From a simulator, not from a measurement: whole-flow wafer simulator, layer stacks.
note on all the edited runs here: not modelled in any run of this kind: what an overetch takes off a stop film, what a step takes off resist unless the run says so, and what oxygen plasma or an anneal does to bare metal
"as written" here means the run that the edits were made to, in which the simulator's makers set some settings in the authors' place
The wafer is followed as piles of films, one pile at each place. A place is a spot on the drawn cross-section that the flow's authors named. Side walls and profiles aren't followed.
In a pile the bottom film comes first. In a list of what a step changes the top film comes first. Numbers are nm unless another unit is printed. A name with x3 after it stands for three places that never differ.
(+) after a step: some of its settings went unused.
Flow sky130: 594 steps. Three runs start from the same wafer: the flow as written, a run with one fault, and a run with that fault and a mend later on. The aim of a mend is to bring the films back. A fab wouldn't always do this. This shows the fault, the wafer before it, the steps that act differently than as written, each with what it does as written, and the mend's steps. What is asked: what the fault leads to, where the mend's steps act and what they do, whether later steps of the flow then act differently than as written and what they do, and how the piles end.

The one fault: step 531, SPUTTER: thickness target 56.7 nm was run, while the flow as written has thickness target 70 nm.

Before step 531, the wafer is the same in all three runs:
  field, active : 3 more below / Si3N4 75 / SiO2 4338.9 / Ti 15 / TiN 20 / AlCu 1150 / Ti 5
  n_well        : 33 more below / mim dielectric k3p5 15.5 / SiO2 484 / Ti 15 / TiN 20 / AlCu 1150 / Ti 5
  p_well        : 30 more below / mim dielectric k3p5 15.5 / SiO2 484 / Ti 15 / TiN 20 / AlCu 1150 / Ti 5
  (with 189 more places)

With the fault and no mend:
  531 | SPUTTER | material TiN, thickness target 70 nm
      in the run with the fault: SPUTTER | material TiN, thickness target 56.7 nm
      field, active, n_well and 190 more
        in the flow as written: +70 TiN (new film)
        in the run with the fault: +56.7 TiN (new film)
  Steps later in the flow that act otherwise than as written (21 more steps, not shown, differ only slightly: by at most 2% or 0.5 nm, whichever is larger):
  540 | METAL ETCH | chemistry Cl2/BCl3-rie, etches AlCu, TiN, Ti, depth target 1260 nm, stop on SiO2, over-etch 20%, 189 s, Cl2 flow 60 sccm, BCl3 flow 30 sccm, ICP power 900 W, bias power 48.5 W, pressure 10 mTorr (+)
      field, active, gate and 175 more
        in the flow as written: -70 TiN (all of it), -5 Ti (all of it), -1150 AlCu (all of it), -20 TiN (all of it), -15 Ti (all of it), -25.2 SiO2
        in the run with the fault: -56.7 TiN (all of it), -5 Ti (all of it), -1150 AlCu (all of it), -20 TiN (all of it), -15 Ti (all of it), -26.5 SiO2
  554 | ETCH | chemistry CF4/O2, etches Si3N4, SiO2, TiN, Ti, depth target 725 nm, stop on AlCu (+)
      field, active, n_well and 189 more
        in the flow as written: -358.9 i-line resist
        in the run with the fault: -345.6 i-line resist
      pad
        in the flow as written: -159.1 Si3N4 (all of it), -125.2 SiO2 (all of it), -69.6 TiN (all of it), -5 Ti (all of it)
        in the run with the fault: -159.1 Si3N4 (all of it), -125.2 SiO2 (all of it), -56.3 TiN (all of it), -5 Ti (all of it)
  The piles end different from the flow's at n_well, p_well, sd_n and 11 more by more than 2% or 0.5 nm, whichever is larger.
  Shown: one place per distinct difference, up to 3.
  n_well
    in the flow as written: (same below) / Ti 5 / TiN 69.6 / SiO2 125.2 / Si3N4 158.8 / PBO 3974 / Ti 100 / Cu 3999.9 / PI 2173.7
    in the run with the fault: (same below) / Ti 5 / TiN 56.3 / SiO2 125.2 / Si3N4 158.8 / PBO 3983.6 / Ti 100 / Cu 3999.9 / PI 2175.2
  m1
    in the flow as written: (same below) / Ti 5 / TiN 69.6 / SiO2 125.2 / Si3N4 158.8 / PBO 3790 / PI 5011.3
    in the run with the fault: (same below) / Ti 5 / TiN 56.3 / SiO2 125.2 / Si3N4 158.8 / PBO 3801 / PI 5012
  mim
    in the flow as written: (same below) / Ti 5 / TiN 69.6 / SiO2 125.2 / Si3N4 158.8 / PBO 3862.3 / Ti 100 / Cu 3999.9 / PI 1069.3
    in the run with the fault: (same below) / Ti 5 / TiN 56.3 / SiO2 125.2 / Si3N4 158.8 / PBO 3872.5 / Ti 100 / Cu 3999.9 / PI 1070.5

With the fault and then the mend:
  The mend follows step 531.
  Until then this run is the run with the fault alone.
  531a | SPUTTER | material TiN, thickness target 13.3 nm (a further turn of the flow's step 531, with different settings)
      field, active, n_well and 190 more
        +13.3 TiN
  None of the later steps of the flow acts differently than as written at any place that is followed.
  By the end, the piles equal the flow's at every place that both follow.
